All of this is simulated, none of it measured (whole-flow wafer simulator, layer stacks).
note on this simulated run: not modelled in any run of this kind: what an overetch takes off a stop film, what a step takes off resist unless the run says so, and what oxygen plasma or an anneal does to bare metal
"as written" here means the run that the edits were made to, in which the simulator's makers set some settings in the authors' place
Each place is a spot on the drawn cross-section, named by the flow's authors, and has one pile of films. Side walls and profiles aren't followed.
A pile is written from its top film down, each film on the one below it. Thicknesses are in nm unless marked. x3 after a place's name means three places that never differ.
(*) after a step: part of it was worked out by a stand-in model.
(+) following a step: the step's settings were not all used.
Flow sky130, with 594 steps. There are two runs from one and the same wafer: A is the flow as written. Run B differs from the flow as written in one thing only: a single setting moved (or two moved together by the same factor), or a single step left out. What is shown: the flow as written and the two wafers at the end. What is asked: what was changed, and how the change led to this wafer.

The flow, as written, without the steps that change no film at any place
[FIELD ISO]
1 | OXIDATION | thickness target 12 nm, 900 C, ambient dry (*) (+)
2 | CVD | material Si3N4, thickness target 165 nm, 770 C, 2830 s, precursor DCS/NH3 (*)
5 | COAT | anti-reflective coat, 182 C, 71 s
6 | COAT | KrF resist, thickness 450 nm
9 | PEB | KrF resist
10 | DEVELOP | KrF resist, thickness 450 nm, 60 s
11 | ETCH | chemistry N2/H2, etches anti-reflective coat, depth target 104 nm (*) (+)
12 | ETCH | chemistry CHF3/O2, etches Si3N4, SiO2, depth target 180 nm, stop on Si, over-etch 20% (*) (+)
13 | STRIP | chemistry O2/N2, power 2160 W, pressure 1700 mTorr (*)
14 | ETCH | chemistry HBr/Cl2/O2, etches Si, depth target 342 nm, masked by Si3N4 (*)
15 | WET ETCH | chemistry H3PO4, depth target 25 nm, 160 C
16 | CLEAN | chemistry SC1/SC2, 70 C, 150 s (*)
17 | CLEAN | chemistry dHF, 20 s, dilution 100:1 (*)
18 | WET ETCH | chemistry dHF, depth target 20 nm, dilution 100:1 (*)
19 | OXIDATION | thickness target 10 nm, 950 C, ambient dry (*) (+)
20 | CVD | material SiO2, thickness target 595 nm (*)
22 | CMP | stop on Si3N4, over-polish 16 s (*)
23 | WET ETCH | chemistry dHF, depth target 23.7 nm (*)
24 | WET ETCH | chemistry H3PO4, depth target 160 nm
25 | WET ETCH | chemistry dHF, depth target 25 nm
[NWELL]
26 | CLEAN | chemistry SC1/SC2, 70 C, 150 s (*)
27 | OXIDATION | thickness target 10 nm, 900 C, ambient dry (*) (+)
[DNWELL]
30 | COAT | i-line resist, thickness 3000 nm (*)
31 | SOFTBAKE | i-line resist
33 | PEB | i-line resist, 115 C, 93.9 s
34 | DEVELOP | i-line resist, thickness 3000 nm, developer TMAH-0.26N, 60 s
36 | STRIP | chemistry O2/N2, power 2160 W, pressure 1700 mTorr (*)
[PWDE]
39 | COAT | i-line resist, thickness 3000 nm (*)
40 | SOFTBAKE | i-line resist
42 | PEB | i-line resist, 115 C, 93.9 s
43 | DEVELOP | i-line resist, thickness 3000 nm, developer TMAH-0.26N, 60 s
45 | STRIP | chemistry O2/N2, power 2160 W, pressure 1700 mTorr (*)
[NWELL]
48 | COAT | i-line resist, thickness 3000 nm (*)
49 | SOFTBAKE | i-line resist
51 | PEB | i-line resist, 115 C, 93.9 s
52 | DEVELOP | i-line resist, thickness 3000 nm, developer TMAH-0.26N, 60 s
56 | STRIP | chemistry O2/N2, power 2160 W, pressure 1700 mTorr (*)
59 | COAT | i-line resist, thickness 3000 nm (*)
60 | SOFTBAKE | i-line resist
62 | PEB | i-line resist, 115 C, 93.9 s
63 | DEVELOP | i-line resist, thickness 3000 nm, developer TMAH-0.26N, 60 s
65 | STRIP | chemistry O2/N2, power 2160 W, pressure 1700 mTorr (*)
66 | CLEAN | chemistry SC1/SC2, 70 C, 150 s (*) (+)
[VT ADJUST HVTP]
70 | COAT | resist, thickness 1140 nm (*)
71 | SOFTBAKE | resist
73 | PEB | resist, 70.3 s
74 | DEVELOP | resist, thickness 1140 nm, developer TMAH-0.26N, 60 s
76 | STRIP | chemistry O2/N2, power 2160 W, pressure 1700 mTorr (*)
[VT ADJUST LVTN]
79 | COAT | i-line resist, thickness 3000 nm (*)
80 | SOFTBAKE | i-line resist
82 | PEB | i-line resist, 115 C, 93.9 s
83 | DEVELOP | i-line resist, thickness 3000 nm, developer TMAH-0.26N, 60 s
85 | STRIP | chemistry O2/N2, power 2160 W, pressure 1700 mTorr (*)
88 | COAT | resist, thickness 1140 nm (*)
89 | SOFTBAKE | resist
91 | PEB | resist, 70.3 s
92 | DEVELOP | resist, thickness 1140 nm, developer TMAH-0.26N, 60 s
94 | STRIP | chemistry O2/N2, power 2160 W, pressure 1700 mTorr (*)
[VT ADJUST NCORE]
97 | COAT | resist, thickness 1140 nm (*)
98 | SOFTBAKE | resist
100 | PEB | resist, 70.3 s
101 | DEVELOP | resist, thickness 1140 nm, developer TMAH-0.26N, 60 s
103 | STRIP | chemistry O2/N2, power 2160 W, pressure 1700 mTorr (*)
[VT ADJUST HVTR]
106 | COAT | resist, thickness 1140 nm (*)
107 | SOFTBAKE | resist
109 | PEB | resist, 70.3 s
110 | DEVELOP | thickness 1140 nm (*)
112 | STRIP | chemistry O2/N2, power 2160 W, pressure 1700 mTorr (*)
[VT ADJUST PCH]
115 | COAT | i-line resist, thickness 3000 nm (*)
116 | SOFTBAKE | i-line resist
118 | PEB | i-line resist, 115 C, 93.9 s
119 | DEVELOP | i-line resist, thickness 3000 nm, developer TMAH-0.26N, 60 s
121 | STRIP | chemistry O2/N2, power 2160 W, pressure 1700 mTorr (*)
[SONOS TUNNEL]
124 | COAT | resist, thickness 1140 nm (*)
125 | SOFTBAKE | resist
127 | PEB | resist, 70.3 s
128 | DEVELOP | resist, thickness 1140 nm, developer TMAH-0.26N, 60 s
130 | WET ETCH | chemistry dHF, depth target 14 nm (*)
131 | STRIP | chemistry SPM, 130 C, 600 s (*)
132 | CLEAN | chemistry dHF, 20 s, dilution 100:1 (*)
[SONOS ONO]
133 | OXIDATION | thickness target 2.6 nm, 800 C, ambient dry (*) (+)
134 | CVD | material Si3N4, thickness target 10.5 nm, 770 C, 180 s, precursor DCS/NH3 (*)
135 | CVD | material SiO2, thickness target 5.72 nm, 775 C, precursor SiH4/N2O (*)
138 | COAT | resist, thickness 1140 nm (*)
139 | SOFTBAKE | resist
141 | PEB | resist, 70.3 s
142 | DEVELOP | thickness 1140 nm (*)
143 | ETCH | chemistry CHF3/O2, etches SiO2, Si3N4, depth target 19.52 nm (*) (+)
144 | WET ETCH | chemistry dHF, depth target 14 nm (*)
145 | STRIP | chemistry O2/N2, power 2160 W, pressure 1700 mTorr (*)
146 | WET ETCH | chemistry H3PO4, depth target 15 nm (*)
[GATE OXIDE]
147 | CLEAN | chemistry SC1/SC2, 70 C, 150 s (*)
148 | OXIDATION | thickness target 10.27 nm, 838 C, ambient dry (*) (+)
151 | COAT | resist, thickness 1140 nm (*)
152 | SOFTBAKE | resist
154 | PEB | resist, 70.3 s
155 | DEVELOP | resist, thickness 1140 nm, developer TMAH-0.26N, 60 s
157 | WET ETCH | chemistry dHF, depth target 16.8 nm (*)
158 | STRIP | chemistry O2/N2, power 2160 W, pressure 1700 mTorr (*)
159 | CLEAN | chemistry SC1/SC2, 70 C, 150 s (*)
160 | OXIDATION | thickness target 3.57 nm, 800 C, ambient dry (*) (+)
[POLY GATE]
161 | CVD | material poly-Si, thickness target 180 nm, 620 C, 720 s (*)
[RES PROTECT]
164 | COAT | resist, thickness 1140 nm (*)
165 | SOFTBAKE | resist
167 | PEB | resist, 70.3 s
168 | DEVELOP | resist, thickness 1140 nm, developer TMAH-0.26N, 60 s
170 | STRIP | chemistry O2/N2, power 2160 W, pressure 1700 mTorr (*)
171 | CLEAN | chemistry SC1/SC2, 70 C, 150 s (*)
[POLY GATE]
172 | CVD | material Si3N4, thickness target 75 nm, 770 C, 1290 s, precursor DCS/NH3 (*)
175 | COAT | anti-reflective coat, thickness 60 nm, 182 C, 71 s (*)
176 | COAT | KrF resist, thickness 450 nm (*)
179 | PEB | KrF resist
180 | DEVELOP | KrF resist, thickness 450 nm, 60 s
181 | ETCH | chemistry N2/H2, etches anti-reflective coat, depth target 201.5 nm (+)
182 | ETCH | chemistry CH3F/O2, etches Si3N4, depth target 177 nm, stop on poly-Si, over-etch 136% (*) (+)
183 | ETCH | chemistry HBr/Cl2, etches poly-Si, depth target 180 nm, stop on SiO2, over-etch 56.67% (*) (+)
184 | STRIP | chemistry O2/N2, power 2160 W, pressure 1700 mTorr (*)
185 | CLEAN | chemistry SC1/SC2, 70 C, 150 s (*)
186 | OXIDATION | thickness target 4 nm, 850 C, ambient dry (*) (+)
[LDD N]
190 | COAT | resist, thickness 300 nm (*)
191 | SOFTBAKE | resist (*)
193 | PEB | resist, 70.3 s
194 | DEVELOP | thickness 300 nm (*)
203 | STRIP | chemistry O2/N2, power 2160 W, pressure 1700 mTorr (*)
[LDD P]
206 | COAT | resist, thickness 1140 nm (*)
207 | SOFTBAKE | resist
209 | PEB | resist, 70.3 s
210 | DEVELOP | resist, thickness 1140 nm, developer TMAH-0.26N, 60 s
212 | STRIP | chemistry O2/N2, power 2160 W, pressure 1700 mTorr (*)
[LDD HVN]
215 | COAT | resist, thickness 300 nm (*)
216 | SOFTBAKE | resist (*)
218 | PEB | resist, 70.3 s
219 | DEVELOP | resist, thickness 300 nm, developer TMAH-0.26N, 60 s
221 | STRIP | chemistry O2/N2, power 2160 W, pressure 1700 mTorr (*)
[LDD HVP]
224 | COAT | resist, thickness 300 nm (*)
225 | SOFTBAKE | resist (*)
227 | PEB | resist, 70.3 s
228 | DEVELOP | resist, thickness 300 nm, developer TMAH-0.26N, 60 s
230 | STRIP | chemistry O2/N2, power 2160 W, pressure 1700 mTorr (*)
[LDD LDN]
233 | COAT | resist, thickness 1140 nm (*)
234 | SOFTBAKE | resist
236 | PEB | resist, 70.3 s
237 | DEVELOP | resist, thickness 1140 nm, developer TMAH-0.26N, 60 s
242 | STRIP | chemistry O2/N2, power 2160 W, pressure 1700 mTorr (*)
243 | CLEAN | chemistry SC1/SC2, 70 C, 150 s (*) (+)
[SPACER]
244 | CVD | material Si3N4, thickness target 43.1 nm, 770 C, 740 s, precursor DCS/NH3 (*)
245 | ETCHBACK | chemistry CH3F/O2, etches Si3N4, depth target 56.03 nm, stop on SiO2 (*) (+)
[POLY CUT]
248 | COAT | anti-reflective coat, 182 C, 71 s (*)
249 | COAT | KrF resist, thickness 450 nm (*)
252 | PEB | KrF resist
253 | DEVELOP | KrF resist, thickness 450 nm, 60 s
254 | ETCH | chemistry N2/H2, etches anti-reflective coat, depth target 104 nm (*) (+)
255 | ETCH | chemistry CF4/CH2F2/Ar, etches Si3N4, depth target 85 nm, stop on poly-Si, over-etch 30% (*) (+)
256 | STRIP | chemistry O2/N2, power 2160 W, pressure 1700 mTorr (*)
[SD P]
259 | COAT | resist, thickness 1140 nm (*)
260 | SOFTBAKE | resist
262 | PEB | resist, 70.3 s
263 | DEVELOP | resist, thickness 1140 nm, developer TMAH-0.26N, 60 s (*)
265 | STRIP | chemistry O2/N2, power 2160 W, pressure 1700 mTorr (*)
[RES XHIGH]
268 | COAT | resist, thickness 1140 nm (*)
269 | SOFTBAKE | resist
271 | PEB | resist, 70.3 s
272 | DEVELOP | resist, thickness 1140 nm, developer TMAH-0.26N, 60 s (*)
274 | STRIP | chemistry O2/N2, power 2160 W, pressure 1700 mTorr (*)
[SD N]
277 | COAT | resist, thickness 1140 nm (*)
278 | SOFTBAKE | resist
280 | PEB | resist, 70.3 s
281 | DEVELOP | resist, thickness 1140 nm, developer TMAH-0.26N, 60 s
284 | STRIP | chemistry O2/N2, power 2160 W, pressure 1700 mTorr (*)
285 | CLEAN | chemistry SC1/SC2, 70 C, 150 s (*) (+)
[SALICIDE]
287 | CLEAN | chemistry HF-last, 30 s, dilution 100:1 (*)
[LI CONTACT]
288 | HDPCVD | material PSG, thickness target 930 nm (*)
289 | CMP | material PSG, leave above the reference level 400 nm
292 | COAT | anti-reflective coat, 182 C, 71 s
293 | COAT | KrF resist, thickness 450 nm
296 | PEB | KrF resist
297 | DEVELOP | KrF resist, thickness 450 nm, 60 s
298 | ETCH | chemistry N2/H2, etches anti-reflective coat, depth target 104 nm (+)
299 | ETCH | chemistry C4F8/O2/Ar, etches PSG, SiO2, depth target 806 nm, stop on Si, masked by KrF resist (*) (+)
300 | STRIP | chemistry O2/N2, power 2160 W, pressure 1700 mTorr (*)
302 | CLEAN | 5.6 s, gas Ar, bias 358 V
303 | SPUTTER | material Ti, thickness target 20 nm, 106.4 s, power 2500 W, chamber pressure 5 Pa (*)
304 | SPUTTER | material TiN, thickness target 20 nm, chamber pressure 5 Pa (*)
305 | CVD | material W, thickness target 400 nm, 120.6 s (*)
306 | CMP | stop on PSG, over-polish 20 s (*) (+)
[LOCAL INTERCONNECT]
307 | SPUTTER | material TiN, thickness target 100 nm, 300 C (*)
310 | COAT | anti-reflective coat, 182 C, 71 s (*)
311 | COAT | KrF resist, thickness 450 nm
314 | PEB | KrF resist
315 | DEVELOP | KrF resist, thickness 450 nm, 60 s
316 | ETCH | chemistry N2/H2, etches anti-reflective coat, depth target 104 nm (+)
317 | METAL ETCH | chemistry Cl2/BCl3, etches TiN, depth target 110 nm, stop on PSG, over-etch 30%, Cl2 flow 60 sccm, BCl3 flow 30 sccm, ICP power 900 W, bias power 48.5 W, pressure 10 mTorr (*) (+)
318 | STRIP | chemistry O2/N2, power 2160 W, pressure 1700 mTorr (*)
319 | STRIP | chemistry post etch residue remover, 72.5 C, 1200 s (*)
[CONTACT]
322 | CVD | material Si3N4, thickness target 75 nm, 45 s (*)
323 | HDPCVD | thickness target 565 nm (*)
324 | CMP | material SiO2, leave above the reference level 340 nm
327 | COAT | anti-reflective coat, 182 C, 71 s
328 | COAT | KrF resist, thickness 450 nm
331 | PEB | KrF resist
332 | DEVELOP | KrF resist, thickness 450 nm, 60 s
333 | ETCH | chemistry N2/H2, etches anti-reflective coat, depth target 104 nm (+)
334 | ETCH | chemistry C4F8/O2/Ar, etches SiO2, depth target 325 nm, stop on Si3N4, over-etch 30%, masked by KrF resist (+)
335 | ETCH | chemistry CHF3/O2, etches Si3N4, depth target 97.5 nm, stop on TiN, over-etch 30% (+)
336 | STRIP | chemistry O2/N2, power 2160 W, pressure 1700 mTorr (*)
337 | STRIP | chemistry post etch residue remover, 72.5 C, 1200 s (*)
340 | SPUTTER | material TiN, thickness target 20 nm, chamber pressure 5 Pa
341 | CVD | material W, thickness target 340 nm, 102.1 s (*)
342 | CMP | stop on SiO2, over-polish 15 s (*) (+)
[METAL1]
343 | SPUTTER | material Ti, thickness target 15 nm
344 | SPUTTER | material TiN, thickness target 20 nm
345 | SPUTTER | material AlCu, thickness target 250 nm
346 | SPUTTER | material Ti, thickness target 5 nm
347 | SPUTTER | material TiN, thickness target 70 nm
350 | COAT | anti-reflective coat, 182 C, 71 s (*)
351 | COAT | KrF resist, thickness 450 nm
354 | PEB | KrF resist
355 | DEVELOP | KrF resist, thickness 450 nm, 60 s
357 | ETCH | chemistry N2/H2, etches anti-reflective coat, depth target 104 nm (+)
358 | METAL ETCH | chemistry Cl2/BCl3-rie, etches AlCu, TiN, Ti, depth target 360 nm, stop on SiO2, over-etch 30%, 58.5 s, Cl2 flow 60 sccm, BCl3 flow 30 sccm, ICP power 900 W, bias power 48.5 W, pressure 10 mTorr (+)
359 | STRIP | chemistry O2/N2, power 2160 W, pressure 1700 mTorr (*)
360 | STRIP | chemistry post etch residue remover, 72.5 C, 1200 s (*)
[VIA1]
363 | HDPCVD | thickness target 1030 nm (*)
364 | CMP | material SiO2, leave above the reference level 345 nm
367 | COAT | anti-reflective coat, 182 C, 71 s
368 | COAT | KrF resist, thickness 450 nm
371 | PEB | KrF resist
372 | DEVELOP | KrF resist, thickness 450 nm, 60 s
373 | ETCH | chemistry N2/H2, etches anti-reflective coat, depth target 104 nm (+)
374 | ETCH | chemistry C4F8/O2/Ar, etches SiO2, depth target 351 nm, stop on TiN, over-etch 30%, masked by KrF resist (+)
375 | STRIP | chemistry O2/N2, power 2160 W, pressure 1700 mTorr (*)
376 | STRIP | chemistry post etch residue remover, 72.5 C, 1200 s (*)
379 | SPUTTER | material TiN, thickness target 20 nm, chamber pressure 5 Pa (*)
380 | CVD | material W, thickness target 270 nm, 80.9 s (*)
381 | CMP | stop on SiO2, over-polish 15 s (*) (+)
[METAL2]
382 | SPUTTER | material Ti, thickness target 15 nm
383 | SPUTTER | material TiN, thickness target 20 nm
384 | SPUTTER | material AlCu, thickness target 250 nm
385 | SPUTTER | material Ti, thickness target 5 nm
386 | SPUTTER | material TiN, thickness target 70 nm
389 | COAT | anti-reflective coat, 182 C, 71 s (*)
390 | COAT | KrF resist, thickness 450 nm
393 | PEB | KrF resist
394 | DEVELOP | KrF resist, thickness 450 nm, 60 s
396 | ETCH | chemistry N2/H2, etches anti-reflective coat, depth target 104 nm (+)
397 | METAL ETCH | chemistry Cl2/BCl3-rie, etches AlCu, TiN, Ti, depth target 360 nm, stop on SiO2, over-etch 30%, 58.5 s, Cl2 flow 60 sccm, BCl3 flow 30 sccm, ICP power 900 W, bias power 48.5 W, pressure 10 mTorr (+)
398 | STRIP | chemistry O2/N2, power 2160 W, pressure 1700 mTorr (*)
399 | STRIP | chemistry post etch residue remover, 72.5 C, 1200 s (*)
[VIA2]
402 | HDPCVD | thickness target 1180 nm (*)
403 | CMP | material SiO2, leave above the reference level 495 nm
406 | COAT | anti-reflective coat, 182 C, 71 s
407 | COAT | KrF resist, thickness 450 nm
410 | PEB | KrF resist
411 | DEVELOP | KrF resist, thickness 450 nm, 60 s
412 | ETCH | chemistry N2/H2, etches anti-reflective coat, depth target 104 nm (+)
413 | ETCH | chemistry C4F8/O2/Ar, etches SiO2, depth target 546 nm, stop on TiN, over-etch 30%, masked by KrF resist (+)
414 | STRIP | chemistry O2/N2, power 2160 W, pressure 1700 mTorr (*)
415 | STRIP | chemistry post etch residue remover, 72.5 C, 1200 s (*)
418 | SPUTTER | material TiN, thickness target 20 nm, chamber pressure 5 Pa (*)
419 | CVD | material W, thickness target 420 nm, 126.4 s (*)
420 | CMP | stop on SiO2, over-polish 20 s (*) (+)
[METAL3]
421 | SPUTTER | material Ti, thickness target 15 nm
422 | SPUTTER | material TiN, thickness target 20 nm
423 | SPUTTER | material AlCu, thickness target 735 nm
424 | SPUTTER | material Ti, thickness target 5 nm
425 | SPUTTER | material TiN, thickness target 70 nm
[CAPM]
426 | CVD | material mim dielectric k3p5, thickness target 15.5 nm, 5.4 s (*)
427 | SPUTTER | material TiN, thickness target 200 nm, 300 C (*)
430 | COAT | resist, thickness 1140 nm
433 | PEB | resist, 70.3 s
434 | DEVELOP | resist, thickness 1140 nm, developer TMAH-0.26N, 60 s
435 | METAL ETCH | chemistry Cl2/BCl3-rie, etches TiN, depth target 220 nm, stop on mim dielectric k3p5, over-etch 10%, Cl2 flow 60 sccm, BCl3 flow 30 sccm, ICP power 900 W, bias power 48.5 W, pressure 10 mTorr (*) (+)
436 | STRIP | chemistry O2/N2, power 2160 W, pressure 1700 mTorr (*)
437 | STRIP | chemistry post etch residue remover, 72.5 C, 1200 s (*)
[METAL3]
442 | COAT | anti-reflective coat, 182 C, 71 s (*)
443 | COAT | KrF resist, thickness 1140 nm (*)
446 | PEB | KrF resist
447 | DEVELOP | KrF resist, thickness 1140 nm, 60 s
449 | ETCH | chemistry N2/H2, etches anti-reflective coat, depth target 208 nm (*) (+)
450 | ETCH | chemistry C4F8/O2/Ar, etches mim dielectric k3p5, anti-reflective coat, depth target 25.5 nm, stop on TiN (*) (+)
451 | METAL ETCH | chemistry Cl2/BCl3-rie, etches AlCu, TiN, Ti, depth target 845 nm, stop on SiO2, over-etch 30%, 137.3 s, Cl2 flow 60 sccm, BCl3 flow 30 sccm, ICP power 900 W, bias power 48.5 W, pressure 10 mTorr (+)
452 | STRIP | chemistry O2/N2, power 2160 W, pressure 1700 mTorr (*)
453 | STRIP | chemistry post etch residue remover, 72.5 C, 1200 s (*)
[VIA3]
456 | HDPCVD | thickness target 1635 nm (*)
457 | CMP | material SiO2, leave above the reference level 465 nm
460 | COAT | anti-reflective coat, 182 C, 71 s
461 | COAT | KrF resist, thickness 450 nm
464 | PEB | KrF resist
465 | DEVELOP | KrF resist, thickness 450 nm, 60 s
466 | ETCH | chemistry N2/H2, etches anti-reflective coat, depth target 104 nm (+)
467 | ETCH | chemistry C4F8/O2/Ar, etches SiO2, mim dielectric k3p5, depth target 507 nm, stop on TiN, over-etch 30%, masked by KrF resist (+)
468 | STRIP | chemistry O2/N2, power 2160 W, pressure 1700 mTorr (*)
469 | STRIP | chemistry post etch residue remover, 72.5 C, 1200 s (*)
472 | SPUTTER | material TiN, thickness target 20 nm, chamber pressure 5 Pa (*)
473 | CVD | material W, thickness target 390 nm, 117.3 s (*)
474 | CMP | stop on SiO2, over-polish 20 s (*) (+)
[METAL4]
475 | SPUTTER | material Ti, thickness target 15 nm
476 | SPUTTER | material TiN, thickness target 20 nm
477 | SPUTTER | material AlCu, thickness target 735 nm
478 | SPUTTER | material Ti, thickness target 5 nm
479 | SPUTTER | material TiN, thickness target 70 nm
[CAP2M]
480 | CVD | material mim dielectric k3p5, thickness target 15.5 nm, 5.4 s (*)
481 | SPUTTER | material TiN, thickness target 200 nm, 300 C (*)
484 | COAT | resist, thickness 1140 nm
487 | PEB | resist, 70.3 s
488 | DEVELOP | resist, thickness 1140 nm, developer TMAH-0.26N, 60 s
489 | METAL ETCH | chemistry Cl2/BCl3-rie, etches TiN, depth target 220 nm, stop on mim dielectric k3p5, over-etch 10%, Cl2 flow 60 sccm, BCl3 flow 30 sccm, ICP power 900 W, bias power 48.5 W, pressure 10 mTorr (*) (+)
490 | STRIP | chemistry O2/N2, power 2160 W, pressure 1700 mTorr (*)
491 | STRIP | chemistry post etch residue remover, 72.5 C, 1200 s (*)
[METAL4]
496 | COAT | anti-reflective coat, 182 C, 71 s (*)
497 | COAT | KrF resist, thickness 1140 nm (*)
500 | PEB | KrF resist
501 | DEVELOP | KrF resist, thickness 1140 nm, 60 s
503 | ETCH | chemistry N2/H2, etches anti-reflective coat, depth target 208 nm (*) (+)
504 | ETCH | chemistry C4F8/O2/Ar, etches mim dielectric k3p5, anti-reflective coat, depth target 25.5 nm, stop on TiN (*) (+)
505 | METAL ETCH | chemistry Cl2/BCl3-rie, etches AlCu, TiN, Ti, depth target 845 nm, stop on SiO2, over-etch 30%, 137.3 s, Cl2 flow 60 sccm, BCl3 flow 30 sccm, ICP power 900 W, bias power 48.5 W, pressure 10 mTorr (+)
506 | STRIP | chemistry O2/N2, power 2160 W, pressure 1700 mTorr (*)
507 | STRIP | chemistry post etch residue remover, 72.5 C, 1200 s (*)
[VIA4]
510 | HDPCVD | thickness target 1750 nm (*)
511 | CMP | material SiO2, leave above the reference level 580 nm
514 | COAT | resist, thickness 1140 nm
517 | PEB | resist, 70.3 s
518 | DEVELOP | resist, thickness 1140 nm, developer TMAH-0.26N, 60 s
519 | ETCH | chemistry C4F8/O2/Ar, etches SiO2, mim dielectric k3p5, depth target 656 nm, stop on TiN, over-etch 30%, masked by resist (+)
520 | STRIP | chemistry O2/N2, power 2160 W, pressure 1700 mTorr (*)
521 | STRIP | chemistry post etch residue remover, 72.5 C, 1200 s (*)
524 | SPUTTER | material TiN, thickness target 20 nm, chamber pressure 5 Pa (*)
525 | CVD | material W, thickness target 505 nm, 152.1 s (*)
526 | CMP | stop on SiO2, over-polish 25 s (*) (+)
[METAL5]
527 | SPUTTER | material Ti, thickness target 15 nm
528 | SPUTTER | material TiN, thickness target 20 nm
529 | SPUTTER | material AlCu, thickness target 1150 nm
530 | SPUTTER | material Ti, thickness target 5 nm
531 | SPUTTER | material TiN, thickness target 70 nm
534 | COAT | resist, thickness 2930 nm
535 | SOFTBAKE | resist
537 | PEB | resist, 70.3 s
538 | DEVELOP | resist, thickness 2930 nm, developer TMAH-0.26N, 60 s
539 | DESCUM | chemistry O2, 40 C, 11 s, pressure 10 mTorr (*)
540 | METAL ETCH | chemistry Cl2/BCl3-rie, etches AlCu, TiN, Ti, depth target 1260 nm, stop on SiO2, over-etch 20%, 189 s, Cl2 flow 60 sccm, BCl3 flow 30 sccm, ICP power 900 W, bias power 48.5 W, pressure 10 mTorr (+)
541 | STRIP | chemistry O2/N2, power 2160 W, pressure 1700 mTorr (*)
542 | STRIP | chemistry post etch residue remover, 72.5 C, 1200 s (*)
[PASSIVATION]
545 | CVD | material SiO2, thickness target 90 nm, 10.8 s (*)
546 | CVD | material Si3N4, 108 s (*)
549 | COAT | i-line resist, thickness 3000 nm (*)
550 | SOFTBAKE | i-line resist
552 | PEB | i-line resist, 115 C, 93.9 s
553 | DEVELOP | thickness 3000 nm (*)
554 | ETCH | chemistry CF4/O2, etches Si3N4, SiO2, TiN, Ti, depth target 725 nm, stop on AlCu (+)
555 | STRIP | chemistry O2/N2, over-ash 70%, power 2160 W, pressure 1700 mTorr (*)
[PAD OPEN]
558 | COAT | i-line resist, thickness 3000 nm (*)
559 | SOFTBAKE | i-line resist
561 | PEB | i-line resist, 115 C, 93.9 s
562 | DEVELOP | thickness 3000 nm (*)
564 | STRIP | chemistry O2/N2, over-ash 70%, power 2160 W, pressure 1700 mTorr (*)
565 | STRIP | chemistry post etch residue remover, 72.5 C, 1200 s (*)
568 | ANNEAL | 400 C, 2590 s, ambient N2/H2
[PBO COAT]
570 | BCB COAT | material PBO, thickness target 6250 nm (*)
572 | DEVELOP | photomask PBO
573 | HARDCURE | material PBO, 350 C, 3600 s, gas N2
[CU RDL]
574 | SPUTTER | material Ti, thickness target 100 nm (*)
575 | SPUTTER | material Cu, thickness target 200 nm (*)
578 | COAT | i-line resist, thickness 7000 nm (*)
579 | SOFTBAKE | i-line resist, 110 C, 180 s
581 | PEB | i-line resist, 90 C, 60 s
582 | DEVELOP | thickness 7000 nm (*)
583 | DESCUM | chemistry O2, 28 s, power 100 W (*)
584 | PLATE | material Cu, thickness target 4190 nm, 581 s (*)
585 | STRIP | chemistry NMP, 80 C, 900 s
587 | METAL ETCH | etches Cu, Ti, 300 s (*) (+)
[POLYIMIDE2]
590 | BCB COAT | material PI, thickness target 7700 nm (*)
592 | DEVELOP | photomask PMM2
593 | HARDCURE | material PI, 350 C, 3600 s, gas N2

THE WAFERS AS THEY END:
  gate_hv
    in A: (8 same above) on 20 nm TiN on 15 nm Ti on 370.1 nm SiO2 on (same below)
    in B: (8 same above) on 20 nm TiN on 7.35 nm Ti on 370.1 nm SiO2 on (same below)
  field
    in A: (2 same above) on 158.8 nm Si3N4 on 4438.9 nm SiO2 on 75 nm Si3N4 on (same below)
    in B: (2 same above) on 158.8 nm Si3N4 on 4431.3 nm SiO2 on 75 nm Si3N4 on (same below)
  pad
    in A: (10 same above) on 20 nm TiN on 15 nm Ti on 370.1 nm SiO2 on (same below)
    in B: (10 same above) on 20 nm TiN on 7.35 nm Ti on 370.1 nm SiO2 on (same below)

The reason: step 475, SPUTTER: thickness target 7.35 nm was run, whereas the flow has thickness target 15 nm.
The wafer lets one read it off: gate_hv has Ti 7.35, and step 475 as written asks for 15 nm.

How this came from the change, step by step:
  475 | SPUTTER | material Ti, thickness target 15 nm
      field, active, n_well and 189 more: A +15 Ti (new film) | B +7.35 Ti (new film)
  505 | METAL ETCH | chemistry Cl2/BCl3-rie, etches AlCu, TiN, Ti, depth target 845 nm, stop on SiO2, over-etch 30%, 137.3 s, Cl2 flow 60 sccm, BCl3 flow 30 sccm, ICP power 900 W, bias power 48.5 W, pressure 10 mTorr (+)
      field, gate, spacer and 68 more: A -70 TiN (all of it), -5 Ti (all of it), -735 AlCu (all of it), -20 TiN (all of it), -15 Ti (all of it), -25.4 SiO2 | B -70 TiN (all of it), -5 Ti (all of it), -735 AlCu (all of it), -20 TiN (all of it), -7.35 Ti (all of it), -26.1 SiO2
      active, vpp_iso1, mim_edge_plate and 14 more: A -70 TiN (all of it), -5 Ti (all of it), -735 AlCu (all of it), -20 TiN (all of it), -15 Ti (all of it), -25.3 SiO2 | B -70 TiN (all of it), -5 Ti (all of it), -735 AlCu (all of it), -20 TiN (all of it), -7.35 Ti (all of it), -26.1 SiO2
